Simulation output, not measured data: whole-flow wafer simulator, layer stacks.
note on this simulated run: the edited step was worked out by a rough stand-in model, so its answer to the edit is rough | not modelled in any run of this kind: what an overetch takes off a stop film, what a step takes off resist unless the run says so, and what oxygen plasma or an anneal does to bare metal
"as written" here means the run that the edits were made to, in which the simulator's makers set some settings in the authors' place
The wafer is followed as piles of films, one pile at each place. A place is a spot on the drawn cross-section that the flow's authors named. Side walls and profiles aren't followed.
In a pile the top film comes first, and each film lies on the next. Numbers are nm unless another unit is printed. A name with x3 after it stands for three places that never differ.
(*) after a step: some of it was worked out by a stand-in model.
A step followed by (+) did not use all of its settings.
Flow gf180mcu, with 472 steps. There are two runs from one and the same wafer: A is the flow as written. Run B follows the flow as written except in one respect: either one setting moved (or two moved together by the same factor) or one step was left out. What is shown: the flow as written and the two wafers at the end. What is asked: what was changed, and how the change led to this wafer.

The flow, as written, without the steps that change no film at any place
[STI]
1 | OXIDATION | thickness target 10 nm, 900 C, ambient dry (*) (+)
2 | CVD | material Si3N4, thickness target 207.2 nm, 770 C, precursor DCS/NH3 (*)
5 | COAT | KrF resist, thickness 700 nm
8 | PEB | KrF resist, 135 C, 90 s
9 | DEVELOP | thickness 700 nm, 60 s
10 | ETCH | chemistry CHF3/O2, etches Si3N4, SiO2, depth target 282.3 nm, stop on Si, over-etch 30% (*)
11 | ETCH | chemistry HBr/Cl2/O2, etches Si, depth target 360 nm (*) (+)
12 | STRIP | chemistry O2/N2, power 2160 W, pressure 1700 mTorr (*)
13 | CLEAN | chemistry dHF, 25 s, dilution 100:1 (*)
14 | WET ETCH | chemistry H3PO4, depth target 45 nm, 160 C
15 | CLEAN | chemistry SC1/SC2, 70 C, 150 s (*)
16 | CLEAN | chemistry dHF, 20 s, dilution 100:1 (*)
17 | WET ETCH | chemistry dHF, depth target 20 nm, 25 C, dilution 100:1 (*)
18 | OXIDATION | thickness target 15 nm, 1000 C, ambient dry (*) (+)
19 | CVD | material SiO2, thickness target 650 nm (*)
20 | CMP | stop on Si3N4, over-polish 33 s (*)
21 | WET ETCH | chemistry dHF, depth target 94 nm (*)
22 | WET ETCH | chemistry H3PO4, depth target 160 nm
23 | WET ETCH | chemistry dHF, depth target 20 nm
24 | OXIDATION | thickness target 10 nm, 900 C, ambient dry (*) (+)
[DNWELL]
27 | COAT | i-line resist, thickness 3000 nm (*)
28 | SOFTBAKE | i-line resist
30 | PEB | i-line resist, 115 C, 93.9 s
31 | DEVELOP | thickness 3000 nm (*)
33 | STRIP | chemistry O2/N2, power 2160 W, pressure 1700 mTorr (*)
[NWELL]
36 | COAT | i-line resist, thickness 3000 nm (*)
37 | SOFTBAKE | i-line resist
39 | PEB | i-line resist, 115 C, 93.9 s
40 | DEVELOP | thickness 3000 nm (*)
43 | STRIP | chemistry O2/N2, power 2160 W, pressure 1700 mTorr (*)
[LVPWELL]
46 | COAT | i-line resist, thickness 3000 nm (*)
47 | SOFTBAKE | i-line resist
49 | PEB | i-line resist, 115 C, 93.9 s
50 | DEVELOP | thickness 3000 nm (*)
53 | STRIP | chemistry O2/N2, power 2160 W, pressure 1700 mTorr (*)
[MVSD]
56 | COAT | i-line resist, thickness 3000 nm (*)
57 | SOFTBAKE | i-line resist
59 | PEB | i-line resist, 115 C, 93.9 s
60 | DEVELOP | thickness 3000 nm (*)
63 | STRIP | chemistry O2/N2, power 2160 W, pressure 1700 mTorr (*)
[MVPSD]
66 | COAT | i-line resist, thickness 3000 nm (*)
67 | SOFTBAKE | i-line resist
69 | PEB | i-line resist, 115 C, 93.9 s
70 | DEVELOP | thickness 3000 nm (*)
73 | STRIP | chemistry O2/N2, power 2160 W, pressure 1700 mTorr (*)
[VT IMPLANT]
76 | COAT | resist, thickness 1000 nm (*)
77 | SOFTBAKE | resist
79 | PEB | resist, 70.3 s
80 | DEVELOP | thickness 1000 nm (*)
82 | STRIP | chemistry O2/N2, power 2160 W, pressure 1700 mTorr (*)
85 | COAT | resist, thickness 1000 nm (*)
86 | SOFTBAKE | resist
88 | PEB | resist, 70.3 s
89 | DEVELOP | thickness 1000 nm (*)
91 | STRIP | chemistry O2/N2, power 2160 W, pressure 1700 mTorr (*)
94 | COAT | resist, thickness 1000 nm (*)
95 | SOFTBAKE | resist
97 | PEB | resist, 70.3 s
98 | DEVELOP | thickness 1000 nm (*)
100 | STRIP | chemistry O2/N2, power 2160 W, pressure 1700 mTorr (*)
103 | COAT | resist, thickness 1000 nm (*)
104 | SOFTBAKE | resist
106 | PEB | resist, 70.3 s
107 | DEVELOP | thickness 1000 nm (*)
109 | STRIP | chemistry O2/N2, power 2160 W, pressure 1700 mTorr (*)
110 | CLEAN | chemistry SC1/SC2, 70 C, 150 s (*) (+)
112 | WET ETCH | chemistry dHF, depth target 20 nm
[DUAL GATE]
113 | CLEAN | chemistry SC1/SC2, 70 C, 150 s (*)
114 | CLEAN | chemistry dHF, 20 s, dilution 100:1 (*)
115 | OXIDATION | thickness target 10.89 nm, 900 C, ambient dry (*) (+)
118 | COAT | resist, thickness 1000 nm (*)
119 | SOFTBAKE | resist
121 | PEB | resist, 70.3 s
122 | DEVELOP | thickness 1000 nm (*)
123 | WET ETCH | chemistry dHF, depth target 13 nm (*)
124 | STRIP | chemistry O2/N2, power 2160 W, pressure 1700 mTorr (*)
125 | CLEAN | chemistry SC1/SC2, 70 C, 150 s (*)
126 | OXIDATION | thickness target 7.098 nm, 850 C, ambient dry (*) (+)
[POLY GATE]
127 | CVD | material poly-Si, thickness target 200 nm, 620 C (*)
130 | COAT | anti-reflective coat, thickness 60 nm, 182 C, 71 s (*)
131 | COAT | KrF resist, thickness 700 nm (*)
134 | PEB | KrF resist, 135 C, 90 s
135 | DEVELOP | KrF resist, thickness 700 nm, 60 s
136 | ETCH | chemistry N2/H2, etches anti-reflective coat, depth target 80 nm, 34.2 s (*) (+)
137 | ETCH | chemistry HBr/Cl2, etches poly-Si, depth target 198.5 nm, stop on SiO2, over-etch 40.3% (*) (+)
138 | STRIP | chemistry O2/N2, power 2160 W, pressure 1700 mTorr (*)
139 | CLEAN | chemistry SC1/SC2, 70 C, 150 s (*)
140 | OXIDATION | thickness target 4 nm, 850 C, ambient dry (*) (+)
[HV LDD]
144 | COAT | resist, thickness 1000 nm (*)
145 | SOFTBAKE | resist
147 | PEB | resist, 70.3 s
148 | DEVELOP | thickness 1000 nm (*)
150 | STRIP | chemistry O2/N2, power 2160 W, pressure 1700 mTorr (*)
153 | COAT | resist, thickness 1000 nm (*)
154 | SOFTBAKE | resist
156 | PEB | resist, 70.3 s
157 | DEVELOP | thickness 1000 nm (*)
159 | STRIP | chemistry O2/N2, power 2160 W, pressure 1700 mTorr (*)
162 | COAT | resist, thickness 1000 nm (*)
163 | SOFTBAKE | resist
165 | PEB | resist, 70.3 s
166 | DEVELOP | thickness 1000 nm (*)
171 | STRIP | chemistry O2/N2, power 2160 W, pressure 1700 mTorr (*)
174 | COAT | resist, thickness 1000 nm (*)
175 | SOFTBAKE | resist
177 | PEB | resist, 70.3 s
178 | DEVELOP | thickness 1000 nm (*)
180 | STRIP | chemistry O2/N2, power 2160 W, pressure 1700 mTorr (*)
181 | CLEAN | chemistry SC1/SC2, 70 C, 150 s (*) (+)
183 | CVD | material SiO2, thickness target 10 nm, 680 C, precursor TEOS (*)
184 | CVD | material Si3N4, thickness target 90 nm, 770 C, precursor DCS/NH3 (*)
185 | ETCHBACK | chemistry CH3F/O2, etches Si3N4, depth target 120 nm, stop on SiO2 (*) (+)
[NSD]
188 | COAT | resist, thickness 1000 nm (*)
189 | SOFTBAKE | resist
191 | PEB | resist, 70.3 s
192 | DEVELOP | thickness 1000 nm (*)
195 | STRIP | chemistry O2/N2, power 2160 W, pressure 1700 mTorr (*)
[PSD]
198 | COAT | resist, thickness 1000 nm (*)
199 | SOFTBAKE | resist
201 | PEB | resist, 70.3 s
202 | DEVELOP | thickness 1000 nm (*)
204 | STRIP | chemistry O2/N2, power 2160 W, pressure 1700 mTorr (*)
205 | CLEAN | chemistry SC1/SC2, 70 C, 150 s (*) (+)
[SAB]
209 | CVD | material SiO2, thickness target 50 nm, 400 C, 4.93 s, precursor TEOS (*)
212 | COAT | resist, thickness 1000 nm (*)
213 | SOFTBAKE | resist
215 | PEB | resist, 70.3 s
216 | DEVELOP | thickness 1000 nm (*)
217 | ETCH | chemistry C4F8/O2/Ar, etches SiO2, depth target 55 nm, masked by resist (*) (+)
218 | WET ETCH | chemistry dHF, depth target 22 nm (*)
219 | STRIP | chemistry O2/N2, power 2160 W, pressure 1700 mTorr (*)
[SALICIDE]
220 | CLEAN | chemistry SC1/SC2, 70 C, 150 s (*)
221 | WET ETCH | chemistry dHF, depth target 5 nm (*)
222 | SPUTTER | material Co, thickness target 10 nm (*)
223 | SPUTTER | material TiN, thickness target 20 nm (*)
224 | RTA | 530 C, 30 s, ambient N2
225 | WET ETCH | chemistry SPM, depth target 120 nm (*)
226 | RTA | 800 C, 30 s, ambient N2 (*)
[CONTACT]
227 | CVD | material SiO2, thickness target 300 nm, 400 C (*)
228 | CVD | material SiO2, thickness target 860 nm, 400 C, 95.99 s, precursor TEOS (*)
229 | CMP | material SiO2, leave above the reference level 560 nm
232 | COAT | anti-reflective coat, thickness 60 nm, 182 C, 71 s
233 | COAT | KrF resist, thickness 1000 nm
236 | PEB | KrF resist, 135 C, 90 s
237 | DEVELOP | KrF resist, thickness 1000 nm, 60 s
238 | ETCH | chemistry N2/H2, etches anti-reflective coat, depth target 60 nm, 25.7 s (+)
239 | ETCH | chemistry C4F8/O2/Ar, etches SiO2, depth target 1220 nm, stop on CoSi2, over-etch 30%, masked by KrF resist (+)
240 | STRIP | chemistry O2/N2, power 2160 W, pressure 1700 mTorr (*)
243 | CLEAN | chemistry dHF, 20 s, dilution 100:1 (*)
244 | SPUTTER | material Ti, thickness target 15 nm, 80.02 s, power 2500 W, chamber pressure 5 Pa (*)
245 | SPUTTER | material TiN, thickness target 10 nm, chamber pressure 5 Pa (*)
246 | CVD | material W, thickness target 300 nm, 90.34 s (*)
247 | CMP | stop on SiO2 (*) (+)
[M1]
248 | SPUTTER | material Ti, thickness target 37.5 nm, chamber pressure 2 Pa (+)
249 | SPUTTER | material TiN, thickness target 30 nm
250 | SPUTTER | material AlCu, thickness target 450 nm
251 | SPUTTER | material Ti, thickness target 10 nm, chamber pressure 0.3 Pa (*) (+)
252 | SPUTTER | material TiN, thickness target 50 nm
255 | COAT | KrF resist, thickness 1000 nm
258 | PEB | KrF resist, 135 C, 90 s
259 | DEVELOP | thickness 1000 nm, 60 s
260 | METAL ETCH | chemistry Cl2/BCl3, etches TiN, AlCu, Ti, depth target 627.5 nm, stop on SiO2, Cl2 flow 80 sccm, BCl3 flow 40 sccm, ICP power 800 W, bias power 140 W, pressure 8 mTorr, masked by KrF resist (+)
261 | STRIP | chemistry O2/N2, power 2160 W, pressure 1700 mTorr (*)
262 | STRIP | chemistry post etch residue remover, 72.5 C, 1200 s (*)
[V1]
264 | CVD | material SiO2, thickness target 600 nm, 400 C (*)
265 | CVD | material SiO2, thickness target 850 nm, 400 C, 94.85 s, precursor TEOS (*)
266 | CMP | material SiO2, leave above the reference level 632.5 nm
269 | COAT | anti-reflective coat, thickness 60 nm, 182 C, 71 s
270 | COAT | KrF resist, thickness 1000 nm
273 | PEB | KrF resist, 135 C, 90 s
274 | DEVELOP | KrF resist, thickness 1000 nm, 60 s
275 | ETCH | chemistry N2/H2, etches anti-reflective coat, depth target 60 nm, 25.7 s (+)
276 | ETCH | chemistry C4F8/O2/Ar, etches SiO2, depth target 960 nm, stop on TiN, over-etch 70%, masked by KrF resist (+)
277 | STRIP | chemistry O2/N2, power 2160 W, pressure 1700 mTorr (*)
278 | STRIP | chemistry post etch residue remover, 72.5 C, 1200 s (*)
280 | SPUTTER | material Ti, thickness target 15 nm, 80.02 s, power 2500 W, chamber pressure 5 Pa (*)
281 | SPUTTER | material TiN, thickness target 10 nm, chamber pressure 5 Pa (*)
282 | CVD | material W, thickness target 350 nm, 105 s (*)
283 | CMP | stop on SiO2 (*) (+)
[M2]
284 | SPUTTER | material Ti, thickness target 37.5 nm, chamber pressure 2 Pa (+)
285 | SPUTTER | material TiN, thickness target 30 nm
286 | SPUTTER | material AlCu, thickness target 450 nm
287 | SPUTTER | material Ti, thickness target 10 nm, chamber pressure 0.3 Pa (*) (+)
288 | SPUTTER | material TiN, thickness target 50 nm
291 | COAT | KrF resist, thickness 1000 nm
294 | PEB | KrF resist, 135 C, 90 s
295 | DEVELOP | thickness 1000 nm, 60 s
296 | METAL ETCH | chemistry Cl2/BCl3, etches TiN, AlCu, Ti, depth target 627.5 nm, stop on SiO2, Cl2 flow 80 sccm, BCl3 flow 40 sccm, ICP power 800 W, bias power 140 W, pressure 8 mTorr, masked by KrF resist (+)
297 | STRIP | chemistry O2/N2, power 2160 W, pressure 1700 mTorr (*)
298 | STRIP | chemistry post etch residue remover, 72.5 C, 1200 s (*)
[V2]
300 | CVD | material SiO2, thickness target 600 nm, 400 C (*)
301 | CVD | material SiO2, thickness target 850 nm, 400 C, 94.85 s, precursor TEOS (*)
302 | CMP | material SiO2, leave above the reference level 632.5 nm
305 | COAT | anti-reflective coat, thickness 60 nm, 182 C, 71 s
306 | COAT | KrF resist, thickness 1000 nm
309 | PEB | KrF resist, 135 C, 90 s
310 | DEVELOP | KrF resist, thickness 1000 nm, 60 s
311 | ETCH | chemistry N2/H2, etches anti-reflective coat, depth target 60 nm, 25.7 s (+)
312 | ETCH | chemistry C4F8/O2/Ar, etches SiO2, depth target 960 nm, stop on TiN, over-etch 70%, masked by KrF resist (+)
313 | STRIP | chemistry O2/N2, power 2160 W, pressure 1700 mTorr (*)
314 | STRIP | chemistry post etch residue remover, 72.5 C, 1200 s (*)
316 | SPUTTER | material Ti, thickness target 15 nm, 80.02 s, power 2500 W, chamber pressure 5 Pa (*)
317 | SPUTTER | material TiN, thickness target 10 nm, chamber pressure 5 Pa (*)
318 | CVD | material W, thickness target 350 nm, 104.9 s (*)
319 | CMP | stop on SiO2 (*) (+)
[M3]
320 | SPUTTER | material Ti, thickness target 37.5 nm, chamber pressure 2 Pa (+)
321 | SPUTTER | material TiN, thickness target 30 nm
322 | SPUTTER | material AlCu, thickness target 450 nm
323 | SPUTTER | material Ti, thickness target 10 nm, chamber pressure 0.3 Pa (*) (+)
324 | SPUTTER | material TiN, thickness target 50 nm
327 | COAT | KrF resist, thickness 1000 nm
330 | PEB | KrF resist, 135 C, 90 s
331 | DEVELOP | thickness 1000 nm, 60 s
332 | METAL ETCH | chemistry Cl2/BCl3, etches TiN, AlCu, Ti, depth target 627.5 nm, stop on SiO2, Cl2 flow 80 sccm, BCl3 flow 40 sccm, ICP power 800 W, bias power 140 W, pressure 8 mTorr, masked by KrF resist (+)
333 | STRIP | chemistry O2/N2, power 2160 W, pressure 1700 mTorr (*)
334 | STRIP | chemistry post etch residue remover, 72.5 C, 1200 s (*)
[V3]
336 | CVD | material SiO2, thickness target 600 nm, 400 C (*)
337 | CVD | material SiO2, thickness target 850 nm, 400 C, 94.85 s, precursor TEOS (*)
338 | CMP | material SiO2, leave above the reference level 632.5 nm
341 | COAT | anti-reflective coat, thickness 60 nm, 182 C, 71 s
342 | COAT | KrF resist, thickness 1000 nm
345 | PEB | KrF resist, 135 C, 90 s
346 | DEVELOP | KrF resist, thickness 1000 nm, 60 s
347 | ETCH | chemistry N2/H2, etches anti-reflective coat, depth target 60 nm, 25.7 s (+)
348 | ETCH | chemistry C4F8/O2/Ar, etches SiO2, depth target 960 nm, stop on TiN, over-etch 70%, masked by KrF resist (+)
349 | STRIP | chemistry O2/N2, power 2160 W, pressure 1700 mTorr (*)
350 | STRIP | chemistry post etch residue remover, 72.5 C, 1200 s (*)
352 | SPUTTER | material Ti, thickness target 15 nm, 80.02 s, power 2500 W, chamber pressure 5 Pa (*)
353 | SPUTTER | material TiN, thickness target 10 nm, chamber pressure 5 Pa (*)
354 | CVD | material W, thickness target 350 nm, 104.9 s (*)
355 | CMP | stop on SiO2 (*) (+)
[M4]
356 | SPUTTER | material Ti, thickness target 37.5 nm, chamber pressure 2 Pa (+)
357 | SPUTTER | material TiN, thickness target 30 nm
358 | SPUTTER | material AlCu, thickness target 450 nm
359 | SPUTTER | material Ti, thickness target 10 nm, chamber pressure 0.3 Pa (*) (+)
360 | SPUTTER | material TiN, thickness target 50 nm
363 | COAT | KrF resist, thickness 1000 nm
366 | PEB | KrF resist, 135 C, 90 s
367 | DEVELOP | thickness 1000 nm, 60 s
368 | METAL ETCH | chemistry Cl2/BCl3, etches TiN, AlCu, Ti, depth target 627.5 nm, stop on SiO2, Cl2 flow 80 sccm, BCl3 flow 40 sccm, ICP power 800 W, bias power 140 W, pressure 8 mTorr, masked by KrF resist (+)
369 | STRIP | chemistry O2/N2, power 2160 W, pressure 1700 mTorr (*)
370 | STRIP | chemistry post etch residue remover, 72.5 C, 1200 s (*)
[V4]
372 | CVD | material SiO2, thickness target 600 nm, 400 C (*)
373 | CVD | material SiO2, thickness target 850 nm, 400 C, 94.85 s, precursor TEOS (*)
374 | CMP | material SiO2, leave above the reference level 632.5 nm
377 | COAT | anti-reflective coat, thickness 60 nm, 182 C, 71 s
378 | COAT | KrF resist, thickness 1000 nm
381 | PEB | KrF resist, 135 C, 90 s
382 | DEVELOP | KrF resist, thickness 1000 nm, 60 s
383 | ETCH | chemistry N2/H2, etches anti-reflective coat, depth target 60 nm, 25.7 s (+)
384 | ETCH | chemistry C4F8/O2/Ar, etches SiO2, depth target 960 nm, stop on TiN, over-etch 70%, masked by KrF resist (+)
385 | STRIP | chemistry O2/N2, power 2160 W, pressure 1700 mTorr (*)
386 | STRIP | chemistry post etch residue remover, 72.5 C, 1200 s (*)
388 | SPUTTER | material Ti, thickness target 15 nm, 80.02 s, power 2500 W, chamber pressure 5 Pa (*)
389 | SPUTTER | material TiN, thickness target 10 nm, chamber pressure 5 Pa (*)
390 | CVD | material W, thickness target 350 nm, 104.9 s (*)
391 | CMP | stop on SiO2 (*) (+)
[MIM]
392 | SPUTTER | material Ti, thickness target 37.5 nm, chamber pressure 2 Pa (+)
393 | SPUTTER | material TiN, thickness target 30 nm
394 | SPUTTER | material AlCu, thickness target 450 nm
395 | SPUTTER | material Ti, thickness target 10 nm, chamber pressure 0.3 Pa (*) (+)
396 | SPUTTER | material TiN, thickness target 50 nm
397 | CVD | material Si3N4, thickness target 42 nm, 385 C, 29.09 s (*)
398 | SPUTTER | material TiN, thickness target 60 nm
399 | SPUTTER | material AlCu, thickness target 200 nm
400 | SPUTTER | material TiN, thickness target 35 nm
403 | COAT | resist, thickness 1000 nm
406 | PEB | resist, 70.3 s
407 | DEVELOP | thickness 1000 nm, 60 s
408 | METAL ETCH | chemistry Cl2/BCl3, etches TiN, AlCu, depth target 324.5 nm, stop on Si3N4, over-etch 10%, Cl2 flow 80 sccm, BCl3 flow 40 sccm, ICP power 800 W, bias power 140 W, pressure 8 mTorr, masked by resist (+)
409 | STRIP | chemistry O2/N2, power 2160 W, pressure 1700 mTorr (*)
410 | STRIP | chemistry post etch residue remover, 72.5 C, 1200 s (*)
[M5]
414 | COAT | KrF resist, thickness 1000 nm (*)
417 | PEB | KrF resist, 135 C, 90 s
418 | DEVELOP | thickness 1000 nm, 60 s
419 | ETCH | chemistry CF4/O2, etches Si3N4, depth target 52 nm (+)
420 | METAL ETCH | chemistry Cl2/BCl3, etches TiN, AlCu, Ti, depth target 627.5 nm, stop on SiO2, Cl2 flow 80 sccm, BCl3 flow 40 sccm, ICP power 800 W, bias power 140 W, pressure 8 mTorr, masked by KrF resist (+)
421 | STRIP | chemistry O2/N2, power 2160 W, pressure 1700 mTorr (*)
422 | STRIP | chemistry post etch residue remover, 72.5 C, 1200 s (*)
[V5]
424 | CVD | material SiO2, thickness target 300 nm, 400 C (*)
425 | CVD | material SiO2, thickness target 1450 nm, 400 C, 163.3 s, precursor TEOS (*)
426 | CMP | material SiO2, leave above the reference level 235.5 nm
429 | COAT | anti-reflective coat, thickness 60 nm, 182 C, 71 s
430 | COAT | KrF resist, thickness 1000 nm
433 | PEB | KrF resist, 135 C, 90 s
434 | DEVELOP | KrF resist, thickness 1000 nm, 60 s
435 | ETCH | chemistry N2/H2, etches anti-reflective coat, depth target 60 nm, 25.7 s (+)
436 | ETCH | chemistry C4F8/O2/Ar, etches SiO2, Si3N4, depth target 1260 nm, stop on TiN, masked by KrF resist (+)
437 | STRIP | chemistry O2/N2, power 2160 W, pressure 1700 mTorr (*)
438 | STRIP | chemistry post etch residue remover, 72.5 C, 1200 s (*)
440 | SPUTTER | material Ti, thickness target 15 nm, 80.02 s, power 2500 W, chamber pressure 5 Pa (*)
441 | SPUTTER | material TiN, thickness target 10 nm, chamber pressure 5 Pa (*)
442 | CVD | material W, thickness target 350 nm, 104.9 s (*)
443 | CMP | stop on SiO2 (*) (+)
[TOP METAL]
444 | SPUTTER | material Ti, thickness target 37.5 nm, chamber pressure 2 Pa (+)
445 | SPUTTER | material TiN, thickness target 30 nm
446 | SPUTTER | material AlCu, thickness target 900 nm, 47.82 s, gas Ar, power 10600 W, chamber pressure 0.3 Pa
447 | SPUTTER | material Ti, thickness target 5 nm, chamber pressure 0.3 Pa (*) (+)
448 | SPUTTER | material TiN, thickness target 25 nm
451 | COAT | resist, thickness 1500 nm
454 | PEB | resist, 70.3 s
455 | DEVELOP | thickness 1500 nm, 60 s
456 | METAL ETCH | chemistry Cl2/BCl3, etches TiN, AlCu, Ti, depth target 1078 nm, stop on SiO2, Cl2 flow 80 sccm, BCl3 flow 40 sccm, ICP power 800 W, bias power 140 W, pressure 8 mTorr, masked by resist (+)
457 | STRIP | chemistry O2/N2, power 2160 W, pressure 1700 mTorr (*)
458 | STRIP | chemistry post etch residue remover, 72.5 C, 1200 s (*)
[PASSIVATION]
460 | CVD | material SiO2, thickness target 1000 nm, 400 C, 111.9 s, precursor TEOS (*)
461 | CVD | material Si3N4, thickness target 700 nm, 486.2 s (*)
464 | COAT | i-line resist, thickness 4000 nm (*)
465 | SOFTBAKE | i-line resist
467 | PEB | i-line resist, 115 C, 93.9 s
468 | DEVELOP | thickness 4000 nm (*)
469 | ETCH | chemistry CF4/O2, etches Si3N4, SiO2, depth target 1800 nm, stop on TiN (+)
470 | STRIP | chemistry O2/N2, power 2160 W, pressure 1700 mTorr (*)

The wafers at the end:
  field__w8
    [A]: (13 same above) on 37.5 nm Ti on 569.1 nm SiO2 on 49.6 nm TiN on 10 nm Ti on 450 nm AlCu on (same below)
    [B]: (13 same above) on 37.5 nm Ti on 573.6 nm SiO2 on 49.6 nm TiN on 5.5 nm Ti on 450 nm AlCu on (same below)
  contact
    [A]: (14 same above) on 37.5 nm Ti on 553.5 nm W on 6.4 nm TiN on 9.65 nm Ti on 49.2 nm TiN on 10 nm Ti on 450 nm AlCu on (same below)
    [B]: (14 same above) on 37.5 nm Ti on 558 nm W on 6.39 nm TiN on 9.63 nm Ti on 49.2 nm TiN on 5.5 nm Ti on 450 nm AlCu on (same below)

The reason: step 359, SPUTTER: thickness target 5.5 nm was run, though the flow has thickness target 10 nm.
The wafer itself shows it: field__w8 has Ti 5.5, and step 359 as written asks for 10 nm.

How this came from the change, step by step:
  359 | SPUTTER | material Ti, thickness target 10 nm, chamber pressure 0.3 Pa (*) (+)
      field, field__w1, field__w2 and 108 more: A Ti gains 10 (new film) | B Ti gains 5.5 (new film)
  368 | METAL ETCH | chemistry Cl2/BCl3, etches TiN, AlCu, Ti, depth target 627.5 nm, stop on SiO2, Cl2 flow 80 sccm, BCl3 flow 40 sccm, ICP power 800 W, bias power 140 W, pressure 8 mTorr, masked by KrF resist (+)
      field, field__w1, field__w2 and 103 more: A TiN loses 50 (all of it), Ti loses 10 (all of it), AlCu loses 450 (all of it), TiN loses 30 (all of it), Ti loses 37.5 (all of it) | B TiN loses 50 (all of it), Ti loses 5.5 (all of it), AlCu loses 450 (all of it), TiN loses 30 (all of it), Ti loses 37.5 (all of it)
